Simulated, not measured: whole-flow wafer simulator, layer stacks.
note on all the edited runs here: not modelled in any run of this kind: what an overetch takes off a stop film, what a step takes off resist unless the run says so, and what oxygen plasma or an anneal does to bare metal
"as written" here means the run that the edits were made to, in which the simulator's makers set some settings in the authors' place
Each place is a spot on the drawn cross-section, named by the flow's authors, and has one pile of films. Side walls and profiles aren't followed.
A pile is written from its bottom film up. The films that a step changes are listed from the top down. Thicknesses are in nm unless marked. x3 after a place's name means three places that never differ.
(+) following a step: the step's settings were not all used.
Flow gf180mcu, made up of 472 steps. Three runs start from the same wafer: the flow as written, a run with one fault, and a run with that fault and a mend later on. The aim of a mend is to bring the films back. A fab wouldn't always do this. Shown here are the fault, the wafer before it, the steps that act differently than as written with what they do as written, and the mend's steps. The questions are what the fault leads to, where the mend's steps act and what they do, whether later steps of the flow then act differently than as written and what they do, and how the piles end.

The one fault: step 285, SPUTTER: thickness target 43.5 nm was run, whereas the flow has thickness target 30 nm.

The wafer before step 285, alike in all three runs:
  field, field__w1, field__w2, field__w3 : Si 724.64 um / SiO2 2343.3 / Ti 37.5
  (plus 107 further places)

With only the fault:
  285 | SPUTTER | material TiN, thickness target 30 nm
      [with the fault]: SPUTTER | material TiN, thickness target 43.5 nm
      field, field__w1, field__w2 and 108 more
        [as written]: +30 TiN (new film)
        [with the fault]: +43.5 TiN (new film)
  Steps further on in the flow that do not act as written:
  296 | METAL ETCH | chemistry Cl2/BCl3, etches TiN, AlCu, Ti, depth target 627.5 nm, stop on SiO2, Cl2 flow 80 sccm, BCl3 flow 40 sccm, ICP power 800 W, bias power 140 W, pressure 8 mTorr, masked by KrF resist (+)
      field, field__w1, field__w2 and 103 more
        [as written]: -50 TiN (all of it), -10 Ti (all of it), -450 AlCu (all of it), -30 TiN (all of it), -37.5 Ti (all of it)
        [with the fault]: -50 TiN (all of it), -10 Ti (all of it), -450 AlCu (all of it), -43.5 TiN (all of it), -37.5 Ti (all of it)
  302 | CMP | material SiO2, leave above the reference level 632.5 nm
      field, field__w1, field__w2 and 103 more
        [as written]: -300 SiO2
        [with the fault]: -286.5 SiO2
  By the end, the piles at field__w8, contact, m1, m1__w1, m1_nw depart from the flow's by more than 2% or 0.5 nm, whichever is larger.
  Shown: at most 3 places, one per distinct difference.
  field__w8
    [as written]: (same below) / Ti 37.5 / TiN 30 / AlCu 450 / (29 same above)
    [with the fault]: (same below) / Ti 37.5 / TiN 43.5 / AlCu 450 / (29 same above)
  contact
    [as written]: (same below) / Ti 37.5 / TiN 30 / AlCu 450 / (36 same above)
    [with the fault]: (same below) / Ti 37.5 / TiN 43.5 / AlCu 450 / (36 same above)

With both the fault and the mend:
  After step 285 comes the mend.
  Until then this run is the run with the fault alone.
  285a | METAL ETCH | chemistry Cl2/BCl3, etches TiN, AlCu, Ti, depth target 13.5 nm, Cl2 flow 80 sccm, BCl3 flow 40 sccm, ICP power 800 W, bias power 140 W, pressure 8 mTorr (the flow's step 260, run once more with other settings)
      field, field__w1, field__w2 and 108 more
        -13.5 TiN
  Every later step of the flow that is run acts as written at every place that is followed.
  The piles end the same as the flow's at every place that both follow.
